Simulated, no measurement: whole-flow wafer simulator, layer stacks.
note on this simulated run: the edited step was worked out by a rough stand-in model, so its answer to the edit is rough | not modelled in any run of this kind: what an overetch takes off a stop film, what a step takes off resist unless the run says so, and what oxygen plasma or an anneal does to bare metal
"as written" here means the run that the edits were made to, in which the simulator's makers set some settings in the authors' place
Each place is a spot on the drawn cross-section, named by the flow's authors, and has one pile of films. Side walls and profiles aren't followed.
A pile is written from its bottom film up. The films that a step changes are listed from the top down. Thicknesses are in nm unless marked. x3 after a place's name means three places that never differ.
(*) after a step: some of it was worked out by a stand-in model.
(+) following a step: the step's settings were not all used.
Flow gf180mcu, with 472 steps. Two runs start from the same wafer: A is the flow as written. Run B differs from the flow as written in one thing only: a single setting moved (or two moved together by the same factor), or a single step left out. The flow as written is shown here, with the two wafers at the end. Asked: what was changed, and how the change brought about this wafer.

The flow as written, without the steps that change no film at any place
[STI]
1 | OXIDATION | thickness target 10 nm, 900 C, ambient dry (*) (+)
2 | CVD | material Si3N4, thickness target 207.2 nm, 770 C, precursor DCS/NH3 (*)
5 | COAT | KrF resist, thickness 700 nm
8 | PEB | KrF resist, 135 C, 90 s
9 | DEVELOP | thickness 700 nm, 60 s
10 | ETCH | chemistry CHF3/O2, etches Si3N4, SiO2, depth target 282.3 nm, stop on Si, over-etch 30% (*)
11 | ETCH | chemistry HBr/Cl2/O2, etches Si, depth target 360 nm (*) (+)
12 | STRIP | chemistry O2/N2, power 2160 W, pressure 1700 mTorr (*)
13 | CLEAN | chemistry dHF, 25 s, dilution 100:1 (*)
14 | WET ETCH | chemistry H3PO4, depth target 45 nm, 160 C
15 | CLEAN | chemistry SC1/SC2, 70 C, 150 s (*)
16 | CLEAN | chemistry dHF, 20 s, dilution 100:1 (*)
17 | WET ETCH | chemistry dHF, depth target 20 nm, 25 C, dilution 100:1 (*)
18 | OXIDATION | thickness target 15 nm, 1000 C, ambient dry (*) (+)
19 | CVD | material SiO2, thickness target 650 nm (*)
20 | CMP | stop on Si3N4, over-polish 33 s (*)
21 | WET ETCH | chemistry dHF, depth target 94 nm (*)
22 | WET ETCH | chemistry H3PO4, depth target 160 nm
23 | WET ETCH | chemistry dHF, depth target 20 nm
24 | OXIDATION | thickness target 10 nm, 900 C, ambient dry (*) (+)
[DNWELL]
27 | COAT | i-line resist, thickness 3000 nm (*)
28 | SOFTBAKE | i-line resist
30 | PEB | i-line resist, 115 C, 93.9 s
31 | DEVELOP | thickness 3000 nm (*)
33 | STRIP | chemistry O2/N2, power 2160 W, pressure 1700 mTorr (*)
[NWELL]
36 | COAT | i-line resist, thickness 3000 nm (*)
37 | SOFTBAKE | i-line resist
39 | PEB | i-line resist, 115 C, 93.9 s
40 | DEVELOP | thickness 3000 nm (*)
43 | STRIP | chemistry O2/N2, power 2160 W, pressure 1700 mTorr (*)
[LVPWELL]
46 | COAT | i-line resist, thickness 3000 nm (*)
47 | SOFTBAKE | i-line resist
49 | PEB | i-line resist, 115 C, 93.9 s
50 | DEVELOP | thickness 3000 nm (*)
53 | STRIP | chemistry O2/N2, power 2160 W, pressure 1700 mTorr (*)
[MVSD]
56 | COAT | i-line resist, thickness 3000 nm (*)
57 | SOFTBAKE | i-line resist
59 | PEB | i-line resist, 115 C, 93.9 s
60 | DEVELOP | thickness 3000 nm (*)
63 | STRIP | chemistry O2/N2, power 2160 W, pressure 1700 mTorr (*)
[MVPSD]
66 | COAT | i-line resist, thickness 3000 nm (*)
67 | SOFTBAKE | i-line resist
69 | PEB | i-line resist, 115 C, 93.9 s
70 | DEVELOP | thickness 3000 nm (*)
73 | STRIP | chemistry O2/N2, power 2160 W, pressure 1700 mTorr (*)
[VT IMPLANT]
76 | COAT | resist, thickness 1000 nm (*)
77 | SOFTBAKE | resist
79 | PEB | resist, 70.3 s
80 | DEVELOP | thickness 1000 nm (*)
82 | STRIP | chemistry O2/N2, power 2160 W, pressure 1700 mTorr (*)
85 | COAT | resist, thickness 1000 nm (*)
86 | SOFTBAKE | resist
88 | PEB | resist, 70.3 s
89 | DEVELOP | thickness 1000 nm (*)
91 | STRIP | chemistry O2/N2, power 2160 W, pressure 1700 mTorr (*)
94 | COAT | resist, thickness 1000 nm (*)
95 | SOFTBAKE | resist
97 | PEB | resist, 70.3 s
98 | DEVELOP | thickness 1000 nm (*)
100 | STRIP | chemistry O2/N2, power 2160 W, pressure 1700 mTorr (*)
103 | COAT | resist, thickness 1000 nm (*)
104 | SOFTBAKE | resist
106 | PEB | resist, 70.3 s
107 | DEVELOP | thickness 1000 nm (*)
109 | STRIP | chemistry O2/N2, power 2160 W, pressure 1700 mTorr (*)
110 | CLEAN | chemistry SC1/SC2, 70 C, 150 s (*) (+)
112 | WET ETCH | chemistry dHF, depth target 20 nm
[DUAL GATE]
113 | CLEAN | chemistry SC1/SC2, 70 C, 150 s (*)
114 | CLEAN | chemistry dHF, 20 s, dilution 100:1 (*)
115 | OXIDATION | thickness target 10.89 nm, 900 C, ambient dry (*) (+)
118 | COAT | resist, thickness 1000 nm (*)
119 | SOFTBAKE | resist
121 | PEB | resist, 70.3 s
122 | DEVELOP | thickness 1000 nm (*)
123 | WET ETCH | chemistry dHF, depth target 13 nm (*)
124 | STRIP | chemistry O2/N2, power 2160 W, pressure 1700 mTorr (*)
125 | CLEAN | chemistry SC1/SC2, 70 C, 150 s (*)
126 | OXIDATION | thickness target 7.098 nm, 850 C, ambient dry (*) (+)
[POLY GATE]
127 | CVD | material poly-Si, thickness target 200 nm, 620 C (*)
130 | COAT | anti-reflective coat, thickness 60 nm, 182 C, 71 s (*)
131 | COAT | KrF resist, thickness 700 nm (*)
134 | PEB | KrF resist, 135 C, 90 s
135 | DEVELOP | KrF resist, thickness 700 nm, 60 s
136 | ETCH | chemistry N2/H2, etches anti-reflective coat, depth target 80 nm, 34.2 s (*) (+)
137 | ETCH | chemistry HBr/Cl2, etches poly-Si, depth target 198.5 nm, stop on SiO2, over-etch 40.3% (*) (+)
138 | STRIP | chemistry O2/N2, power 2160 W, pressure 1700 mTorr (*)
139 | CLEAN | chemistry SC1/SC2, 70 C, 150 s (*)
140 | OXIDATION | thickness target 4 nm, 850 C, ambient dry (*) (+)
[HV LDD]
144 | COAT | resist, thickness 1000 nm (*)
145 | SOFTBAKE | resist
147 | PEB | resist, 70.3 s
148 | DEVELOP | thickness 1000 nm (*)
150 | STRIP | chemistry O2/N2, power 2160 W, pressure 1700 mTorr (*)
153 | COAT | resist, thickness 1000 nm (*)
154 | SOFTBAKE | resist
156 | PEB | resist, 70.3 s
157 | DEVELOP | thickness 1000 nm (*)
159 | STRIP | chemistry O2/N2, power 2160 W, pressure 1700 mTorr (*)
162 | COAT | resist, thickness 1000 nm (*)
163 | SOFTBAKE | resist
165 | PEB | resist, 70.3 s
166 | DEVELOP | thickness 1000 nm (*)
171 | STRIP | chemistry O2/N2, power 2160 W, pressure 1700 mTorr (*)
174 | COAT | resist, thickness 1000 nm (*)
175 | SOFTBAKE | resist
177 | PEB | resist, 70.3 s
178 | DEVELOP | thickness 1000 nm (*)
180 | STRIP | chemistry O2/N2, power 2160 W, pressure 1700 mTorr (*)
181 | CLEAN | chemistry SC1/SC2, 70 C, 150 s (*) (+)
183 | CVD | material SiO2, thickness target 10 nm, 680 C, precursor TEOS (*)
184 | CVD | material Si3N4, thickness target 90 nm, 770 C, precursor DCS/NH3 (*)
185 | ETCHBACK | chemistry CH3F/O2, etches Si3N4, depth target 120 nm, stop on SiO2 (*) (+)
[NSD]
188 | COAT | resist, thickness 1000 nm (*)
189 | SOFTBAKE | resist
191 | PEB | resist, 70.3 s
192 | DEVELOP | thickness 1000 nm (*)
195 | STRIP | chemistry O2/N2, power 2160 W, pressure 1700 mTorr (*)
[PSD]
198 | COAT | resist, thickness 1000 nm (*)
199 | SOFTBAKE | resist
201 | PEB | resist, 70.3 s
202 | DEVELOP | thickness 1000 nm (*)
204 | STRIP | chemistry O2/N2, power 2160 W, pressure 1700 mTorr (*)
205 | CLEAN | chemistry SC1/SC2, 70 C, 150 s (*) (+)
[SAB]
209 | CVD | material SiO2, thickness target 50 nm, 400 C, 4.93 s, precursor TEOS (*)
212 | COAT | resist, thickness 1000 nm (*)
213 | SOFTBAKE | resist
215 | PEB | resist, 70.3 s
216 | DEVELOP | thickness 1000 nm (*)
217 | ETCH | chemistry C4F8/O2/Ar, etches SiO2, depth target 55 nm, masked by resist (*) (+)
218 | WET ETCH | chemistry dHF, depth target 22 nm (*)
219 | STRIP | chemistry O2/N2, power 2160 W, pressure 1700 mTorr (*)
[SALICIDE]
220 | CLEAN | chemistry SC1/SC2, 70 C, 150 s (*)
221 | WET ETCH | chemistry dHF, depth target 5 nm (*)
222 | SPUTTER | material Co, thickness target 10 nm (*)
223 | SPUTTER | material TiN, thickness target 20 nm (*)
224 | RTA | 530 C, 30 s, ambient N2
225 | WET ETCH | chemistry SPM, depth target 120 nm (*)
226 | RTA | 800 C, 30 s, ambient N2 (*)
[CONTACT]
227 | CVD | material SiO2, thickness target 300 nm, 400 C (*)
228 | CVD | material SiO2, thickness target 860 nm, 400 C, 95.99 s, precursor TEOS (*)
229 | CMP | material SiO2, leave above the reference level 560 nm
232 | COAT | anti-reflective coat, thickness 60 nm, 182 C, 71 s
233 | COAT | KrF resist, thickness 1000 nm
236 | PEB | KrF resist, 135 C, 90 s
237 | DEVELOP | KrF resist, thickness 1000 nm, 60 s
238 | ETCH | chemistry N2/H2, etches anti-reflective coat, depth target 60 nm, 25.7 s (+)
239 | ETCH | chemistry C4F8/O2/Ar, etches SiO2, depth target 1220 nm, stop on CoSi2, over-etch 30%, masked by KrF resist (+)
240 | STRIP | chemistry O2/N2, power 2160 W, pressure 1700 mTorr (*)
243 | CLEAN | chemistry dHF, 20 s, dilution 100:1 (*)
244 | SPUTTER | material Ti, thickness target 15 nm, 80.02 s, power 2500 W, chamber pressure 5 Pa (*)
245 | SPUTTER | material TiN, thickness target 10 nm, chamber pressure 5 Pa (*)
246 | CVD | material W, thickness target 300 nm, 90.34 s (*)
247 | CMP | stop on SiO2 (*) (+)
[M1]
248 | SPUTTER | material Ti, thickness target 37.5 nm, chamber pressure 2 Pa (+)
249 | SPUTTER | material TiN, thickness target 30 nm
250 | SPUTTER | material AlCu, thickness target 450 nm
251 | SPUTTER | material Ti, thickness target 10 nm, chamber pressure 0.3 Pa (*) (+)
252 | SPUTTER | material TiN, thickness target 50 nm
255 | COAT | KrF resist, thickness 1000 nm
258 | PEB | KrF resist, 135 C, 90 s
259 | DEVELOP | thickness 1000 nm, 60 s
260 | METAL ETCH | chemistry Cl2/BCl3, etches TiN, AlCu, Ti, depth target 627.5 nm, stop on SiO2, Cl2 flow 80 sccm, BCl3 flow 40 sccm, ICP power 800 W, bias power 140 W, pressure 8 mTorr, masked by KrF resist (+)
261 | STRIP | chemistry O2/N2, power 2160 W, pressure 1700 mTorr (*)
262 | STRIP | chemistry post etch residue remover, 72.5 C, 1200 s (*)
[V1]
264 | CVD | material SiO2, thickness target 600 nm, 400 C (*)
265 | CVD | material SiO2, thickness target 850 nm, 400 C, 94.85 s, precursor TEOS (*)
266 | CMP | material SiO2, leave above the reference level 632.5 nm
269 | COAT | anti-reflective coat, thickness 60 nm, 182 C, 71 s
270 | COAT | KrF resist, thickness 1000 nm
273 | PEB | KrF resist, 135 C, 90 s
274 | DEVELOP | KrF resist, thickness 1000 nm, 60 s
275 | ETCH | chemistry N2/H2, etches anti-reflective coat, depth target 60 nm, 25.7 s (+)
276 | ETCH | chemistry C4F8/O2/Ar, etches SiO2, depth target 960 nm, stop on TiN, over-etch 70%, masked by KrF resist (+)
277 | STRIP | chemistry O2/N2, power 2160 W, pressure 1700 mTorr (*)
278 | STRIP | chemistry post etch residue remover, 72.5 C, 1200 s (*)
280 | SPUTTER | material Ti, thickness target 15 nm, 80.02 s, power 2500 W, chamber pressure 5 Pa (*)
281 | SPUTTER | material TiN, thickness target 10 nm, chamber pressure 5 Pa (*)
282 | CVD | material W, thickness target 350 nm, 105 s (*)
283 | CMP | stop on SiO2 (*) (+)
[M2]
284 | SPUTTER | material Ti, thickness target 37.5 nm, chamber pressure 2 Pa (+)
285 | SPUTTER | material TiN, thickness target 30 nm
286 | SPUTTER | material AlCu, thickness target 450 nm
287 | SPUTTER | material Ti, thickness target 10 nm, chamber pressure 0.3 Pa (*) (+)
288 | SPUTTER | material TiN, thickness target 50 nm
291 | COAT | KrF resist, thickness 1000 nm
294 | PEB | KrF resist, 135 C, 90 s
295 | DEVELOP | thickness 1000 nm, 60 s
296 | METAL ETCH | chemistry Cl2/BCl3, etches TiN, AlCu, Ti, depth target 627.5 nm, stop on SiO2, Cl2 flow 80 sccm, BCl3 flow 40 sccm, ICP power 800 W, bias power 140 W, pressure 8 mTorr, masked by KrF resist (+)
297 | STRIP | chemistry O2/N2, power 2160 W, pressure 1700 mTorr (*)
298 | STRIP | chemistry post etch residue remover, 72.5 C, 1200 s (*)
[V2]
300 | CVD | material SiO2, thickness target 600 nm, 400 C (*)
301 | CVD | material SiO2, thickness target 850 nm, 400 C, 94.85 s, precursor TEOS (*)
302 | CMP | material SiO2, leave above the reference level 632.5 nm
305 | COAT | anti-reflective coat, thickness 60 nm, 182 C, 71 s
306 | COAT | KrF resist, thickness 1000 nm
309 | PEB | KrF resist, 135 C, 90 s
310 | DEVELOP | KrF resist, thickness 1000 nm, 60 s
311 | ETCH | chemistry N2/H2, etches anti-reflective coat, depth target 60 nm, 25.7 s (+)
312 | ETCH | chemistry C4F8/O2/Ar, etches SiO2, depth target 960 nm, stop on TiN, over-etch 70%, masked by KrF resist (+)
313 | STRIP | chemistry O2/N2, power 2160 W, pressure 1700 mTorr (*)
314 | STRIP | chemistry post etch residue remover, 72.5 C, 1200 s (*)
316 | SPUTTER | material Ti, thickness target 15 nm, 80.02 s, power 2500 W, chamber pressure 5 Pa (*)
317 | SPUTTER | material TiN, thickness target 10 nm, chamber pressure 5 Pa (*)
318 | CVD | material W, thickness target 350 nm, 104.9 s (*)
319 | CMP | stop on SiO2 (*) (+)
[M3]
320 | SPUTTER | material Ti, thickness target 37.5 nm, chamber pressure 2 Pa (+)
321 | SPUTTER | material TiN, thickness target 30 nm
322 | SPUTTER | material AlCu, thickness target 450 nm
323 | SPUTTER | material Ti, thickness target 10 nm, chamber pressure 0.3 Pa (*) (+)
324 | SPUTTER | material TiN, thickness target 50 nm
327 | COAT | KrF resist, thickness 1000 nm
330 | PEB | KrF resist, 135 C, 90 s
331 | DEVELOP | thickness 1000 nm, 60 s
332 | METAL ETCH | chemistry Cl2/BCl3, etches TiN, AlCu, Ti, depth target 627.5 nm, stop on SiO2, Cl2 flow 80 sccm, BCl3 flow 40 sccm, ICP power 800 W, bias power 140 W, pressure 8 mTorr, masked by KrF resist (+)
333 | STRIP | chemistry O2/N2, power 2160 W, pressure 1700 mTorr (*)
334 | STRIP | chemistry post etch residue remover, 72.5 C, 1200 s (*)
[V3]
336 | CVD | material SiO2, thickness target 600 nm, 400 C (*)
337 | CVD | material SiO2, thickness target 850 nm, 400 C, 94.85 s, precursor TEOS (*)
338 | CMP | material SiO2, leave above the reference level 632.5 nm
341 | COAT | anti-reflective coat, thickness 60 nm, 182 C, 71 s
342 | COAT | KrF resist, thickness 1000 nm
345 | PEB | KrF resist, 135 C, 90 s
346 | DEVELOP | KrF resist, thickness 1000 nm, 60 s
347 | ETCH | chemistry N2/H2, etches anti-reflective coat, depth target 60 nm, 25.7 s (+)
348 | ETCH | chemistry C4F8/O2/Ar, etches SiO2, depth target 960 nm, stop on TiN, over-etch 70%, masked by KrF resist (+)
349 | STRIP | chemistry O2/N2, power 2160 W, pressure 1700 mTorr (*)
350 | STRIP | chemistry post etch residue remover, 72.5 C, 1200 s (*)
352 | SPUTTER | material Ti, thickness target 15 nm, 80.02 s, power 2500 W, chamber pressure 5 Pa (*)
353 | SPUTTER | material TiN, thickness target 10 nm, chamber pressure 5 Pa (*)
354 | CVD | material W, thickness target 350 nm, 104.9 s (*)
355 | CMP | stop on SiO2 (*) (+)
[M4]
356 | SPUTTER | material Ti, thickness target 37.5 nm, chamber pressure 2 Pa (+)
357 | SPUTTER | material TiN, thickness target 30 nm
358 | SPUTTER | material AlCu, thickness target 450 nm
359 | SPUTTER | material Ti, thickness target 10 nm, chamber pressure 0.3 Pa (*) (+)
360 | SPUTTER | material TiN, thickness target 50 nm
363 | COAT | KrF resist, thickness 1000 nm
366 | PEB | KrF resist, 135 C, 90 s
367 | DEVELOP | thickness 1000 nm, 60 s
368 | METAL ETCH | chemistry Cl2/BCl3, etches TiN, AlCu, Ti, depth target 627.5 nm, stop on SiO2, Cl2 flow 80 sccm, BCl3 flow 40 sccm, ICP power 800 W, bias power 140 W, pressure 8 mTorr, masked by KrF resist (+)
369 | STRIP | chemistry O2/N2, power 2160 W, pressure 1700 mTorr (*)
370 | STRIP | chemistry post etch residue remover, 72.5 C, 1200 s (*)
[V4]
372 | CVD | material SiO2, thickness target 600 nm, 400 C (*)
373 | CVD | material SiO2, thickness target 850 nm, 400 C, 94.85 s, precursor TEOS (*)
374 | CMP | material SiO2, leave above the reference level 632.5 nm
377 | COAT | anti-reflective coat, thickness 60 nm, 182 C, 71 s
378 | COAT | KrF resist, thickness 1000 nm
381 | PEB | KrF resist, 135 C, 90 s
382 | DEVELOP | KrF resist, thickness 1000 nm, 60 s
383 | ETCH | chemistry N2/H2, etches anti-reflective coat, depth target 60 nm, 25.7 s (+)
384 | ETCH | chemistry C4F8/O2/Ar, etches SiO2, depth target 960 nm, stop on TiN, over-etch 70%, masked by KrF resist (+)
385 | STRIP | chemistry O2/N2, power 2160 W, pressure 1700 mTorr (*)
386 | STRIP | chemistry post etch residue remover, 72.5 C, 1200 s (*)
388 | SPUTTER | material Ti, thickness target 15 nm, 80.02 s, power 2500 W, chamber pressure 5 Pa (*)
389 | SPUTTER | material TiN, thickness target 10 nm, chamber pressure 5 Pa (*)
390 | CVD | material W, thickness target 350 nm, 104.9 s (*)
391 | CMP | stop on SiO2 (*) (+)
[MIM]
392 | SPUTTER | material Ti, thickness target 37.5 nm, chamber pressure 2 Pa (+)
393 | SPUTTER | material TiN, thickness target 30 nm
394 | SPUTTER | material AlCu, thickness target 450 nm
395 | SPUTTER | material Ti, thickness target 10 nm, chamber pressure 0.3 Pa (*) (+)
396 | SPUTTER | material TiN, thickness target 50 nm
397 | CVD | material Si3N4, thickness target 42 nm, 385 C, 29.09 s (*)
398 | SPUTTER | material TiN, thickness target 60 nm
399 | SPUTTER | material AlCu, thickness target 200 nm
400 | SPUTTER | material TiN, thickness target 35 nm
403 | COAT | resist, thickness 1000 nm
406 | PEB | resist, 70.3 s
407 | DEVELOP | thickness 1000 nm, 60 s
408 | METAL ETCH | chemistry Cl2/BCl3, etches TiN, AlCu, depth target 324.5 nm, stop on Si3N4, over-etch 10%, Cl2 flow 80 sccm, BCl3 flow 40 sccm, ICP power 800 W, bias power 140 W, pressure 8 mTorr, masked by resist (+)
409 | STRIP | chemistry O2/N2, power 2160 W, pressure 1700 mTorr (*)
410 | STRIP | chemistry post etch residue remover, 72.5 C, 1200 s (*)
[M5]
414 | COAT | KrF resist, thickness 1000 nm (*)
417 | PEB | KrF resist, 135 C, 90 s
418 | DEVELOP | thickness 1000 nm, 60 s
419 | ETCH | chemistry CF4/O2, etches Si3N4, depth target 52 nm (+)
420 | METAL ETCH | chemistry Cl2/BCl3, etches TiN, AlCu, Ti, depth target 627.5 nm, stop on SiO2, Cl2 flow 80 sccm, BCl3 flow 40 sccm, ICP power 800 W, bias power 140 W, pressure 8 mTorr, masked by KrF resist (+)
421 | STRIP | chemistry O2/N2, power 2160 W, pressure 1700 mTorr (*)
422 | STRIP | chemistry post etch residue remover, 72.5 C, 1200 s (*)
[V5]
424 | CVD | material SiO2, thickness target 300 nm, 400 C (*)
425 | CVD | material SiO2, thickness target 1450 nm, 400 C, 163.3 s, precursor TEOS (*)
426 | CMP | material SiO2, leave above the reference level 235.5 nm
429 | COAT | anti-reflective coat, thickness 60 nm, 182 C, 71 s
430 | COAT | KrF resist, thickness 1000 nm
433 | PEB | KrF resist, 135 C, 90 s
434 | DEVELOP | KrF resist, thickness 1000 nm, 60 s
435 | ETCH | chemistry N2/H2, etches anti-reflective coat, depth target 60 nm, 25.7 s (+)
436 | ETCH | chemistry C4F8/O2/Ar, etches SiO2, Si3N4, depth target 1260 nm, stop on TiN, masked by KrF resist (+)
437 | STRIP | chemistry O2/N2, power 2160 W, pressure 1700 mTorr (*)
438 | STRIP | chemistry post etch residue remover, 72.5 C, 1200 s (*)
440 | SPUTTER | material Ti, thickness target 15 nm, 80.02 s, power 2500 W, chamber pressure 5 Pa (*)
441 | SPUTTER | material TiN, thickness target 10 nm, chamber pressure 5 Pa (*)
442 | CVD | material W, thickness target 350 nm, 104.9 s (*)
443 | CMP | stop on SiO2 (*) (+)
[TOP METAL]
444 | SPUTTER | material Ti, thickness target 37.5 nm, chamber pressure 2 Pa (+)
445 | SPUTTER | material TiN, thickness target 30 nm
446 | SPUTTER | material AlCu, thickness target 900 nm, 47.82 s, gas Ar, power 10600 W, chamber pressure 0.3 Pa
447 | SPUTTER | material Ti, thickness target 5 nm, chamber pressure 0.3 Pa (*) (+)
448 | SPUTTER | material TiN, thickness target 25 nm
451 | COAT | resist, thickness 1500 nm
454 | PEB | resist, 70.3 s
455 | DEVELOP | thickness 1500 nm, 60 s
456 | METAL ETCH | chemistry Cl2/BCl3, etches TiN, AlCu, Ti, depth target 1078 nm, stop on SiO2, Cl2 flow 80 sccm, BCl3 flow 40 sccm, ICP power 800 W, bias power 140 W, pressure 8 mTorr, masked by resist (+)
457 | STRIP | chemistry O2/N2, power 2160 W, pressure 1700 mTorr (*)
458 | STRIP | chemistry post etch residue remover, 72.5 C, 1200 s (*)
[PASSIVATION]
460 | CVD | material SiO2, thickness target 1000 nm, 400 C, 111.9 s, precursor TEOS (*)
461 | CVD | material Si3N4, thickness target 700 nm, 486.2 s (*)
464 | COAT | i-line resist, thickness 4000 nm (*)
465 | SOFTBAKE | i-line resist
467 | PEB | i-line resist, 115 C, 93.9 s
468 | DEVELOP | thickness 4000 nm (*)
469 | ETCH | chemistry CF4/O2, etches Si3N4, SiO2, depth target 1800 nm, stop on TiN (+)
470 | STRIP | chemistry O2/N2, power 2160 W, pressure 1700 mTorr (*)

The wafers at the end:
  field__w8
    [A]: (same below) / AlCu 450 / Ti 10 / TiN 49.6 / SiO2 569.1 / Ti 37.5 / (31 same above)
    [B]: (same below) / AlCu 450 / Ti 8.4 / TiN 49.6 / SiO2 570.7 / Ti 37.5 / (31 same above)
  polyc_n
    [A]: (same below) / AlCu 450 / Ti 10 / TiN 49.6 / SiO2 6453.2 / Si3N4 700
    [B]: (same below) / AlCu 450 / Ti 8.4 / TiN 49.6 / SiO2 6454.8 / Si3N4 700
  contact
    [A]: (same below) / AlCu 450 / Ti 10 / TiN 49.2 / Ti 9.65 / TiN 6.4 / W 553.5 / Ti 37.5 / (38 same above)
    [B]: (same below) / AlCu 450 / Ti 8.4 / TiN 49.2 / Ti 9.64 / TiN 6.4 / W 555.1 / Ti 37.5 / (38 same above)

Cause: step 251, SPUTTER: thickness target 8.4 nm was run, whereas the flow has thickness target 10 nm.
The wafer itself shows it: field__w8 has Ti 8.4, and step 251 as written asks for 10 nm.

How this came from the change, step by step:
  251 | SPUTTER | material Ti, thickness target 10 nm, chamber pressure 0.3 Pa (*) (+)
      field, field__w1, field__w2 and 108 more: A Ti gains 10 (new film) | B Ti gains 8.4 (new film)
  260 | METAL ETCH | chemistry Cl2/BCl3, etches TiN, AlCu, Ti, depth target 627.5 nm, stop on SiO2, Cl2 flow 80 sccm, BCl3 flow 40 sccm, ICP power 800 W, bias power 140 W, pressure 8 mTorr, masked by KrF resist (+)
      field, field__w1, field__w2 and 99 more: A TiN loses 50 (all of it), Ti loses 10 (all of it), AlCu loses 450 (all of it), TiN loses 30 (all of it), Ti loses 37.5 (all of it) | B TiN loses 50 (all of it), Ti loses 8.4 (all of it), AlCu loses 450 (all of it), TiN loses 30 (all of it), Ti loses 37.5 (all of it)
